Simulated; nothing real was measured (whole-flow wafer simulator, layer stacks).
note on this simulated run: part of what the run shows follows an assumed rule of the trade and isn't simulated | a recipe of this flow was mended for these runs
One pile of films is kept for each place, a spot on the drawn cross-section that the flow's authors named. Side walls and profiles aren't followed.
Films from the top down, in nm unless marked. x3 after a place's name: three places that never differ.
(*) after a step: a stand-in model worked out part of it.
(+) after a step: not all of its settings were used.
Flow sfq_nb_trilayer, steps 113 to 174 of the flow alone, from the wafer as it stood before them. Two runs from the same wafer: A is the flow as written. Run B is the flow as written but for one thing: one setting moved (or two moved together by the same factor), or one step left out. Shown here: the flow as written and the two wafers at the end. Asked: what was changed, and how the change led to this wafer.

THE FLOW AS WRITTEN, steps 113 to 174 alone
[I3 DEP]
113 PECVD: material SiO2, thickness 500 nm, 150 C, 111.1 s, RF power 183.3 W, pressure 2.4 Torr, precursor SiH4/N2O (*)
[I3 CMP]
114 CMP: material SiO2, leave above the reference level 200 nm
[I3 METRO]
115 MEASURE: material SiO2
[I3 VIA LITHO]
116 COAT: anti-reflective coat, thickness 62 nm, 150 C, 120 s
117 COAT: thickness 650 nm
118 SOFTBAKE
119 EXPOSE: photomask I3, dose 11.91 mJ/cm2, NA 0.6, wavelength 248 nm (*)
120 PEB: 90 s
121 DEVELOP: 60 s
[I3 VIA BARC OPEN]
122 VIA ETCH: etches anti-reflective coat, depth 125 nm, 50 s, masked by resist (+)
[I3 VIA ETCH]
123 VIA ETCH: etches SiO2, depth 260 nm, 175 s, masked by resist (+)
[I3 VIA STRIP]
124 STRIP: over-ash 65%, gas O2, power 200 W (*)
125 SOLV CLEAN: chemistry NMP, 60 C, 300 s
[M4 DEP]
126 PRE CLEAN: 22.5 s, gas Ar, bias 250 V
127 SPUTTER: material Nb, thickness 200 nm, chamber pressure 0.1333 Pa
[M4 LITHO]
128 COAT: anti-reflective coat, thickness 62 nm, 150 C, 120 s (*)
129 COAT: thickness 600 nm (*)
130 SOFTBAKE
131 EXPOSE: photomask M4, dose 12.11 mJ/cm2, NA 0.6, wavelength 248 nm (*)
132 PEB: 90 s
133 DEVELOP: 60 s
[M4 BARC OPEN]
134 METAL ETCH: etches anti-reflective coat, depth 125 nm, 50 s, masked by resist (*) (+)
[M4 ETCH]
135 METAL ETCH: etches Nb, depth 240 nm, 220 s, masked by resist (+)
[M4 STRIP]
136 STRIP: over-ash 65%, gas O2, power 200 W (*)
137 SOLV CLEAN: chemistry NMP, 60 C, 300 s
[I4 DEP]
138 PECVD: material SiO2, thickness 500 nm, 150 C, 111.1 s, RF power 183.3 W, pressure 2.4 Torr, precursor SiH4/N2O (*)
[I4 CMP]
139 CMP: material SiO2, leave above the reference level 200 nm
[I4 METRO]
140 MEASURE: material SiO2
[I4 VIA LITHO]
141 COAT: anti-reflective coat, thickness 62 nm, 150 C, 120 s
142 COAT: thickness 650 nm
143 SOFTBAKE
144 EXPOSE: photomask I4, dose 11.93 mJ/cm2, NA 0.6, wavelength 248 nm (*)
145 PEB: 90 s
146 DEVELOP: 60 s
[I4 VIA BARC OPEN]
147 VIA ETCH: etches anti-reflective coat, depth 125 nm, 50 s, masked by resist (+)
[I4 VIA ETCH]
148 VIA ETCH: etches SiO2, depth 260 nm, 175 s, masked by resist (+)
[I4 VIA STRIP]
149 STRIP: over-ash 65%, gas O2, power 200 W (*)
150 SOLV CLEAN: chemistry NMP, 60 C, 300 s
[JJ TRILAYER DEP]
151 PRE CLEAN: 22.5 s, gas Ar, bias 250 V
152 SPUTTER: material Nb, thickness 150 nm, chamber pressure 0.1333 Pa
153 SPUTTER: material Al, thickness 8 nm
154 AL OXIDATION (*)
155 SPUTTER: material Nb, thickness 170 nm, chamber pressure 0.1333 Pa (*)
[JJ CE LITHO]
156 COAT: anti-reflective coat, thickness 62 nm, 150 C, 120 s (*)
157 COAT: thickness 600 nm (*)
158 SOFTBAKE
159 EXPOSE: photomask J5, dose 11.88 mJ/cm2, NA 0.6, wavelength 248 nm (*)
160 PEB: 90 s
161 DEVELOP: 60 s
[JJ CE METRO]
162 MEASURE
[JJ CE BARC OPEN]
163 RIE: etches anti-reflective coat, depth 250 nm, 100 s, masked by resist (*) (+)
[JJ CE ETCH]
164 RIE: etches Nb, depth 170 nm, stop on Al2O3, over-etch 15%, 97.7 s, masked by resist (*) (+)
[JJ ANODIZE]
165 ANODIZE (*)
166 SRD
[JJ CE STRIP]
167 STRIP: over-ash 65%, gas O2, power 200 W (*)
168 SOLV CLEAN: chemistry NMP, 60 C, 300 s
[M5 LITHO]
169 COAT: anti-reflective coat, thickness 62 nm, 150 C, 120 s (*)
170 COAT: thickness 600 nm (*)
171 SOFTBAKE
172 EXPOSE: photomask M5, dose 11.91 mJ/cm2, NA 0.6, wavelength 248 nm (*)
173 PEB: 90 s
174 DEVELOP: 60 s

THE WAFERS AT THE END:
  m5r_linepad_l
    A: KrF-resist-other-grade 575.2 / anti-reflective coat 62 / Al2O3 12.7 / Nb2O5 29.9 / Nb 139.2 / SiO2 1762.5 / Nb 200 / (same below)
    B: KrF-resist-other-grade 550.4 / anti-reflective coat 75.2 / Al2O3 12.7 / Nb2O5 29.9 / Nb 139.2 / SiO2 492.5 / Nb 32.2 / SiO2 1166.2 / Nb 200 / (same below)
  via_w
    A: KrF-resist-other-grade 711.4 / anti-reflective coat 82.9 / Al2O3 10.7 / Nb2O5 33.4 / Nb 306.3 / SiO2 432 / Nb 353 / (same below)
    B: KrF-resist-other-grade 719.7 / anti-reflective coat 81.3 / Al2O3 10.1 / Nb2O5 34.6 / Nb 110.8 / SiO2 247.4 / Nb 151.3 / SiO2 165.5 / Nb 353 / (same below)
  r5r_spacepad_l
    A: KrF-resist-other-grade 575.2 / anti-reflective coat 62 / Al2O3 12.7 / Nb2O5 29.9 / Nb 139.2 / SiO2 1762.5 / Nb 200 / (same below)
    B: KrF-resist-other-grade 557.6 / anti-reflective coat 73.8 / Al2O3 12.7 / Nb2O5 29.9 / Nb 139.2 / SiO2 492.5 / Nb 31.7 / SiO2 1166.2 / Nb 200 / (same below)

The cause: step 113, PECVD: 44.44 s was run, where the flow has 111.1 s.

How the change led to this, step by step:
  113 PECVD: material SiO2, thickness 500 nm, 150 C, 111.1 s, RF power 183.3 W, pressure 2.4 Torr, precursor SiH4/N2O (*)
      field_l, be, be_sur and 64 more: A SiO2 +500 | B SiO2 +200.2
      v_sur, via_wl, via_wr and 27 more: A SiO2 +500 (new film) | B SiO2 +200.2 (new film)
      (and at 9 more places)
  114 CMP: material SiO2, leave above the reference level 200 nm
      field_l, be, be_sur and 64 more: A SiO2 -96 | B nothing
      p4_g1, p4_g2, p3_s0, p3_s1, p3_s2, p3_s3, p3_s4, p3_s5: A SiO2 -157.1 | B nothing
      (and at 31 more places)
  116 COAT: anti-reflective coat, thickness 62 nm, 150 C, 120 s
      m0r_line_l x3, m0r_line_r x3: A anti-reflective coat +62 (new film) | B anti-reflective coat +24.2 (new film)
      m0r_space_l, m0r_space_r, m6r_space_l x2, m6r_space_r x2: A anti-reflective coat +62 (new film) | B anti-reflective coat +100.3 (new film)
      (and at 92 more places)
  117 COAT: thickness 650 nm
      m0r_line_l x3, m0r_line_r x3: A KrF-resist-other-grade +650 (new film) | B KrF-resist-other-grade +725.9 (new film)
      sp_r, lsp_m, l0r_line_c: A KrF-resist-other-grade +650 (new film) | B KrF-resist-other-grade +665.6 (new film)
      (and at 88 more places)
  121 DEVELOP: 60 s
      via_v: A KrF-resist-other-grade -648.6 (all of it) | B KrF-resist-other-grade -575.7 (all of it)
  122 VIA ETCH: etches anti-reflective coat, depth 125 nm, 50 s, masked by resist (+)
      via_v: A anti-reflective coat -62 (all of it), SiO2 -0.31 | B anti-reflective coat -56.2 (all of it), SiO2 -0.34
  124 STRIP: over-ash 65%, gas O2, power 200 W (*)
      m0r_line_l x3, m0r_line_r x3: A KrF-resist-other-grade -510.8 (all of it), anti-reflective coat -62 (all of it) | B KrF-resist-other-grade -586.5 (all of it), anti-reflective coat -24.2 (all of it)
      m0r_space_l, m0r_space_r, m6r_space_l x2, m6r_space_r x2: A KrF-resist-other-grade -510.8 (all of it), anti-reflective coat -62 (all of it) | B KrF-resist-other-grade -523.6 (all of it), anti-reflective coat -100.3 (all of it)
      (and at 93 more places)
  127 SPUTTER: material Nb, thickness 200 nm, chamber pressure 0.1333 Pa
      via_w: A Nb +200 (new film) | B Nb +151.3 (new film)
  128 COAT: anti-reflective coat, thickness 62 nm, 150 C, 120 s (*)
      m0r_line_l x3, m0r_line_r x3: A anti-reflective coat +62 (new film) | B anti-reflective coat +24.3 (new film)
      m0r_space_l, m0r_space_r, m6r_space_l x2, m6r_space_r x2: A anti-reflective coat +62 (new film) | B anti-reflective coat +100.6 (new film)
      (and at 86 more places)
  129 COAT: thickness 600 nm (*)
      m0r_line_l x3, m0r_line_r x3: A KrF-resist-other-grade +600 (new film) | B KrF-resist-other-grade +674.5 (new film)
      m0r_space_l, m0r_space_r, m6r_space_l x2, m6r_space_r x2: A KrF-resist-other-grade +600 (new film) | B KrF-resist-other-grade +612.6 (new film)
      (and at 91 more places)
  133 DEVELOP: 60 s
      m0r_line_l x3, m0r_line_r x3: A KrF-resist-other-grade -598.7 (all of it) | B KrF-resist-other-grade -673.1 (all of it)
      m0r_space_l, m0r_space_r, m6r_space_l x2, m6r_space_r x2: A KrF-resist-other-grade -598.7 (all of it) | B KrF-resist-other-grade -611.4 (all of it)
      (and at 52 more places)
  134 METAL ETCH: etches anti-reflective coat, depth 125 nm, 50 s, masked by resist (*) (+)
      m5r_linepad_l, m5r_linepad_r, r5r_line_l, r5r_spacepad_l, r5r_spacepad_r, m8r_pad_l, m8r_pad_r: A anti-reflective coat -62 (all of it) | B anti-reflective coat -125
      m0r_line_l x3, m0r_line_r x3: A anti-reflective coat -62 (all of it) | B anti-reflective coat -24.3 (all of it)
      (and at 50 more places)
  135 METAL ETCH: etches Nb, depth 240 nm, 220 s, masked by resist (+)
      m5r_linepad_l, m5r_linepad_r: A Nb -200 (all of it), SiO2 -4 | B anti-reflective coat -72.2 (all of it), Nb -167.8
      r5r_spacepad_l, r5r_spacepad_r: A Nb -200 (all of it), SiO2 -4 | B anti-reflective coat -71.7 (all of it), Nb -168.3
      (and at 3 more places)
  136 STRIP: over-ash 65%, gas O2, power 200 W (*)
      v_sur: A KrF-resist-other-grade -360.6 (all of it), anti-reflective coat -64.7 (all of it) | B KrF-resist-other-grade -275 (all of it), anti-reflective coat -36.8 (all of it)
      via_wl: A KrF-resist-other-grade -357.4 (all of it), anti-reflective coat -67.6 (all of it) | B KrF-resist-other-grade -282.6 (all of it), anti-reflective coat -29.5 (all of it)
      (and at 37 more places)
  138 PECVD: material SiO2, thickness 500 nm, 150 C, 111.1 s, RF power 183.3 W, pressure 2.4 Torr, precursor SiH4/N2O (*)
      m5r_linepad_l, m5r_linepad_r, r5r_spacepad_l, r5r_spacepad_r, m8r_pad_l, m8r_pad_r: A SiO2 +500 | B SiO2 +500 (new film)
      p3_s0, p3_s1, p3_s2, p3_s3, p3_s4, p3_s5: A SiO2 +561.1 | B SiO2 +515.3
      (and at 3 more places)
  139 CMP: material SiO2, leave above the reference level 200 nm
      field_l, be, be_sur and 55 more: A SiO2 -96 | B nothing
      p3_s0, p3_s1, p3_s2, p3_s3, p3_s4, p3_s5: A SiO2 -157.1 | B nothing
      (and at 12 more places)
  ... 18 more steps ...
  174 DEVELOP: 60 s
      wl_d_sl, wl_d_sr: A KrF-resist-other-grade -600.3 (all of it) | B KrF-resist-other-grade -630.9 (all of it)
      field_l: A KrF-resist-other-grade -577.3 (all of it) | B KrF-resist-other-grade -590.6 (all of it)
      (and at 23 more places)
Counting metal films that touch as one body, m5r_linepad_l has 3 bodies (between them, from the top down: SiO2 492.5; SiO2 1166.2); the flow as written gives 2 bodies (between them, from the top down: SiO2 1762.5).
Counting metal films that touch as one body, via_w has 4 bodies (between them, from the top down: SiO2 247.4; SiO2 165.5; SiO2 423.7); the flow as written gives 3 bodies (between them, from the top down: SiO2 432; SiO2 423.7).
Counting metal films that touch as one body, r5r_spacepad_l has 3 bodies (between them, from the top down: SiO2 492.5; SiO2 1166.2); the flow as written gives 2 bodies (between them, from the top down: SiO2 1762.5).
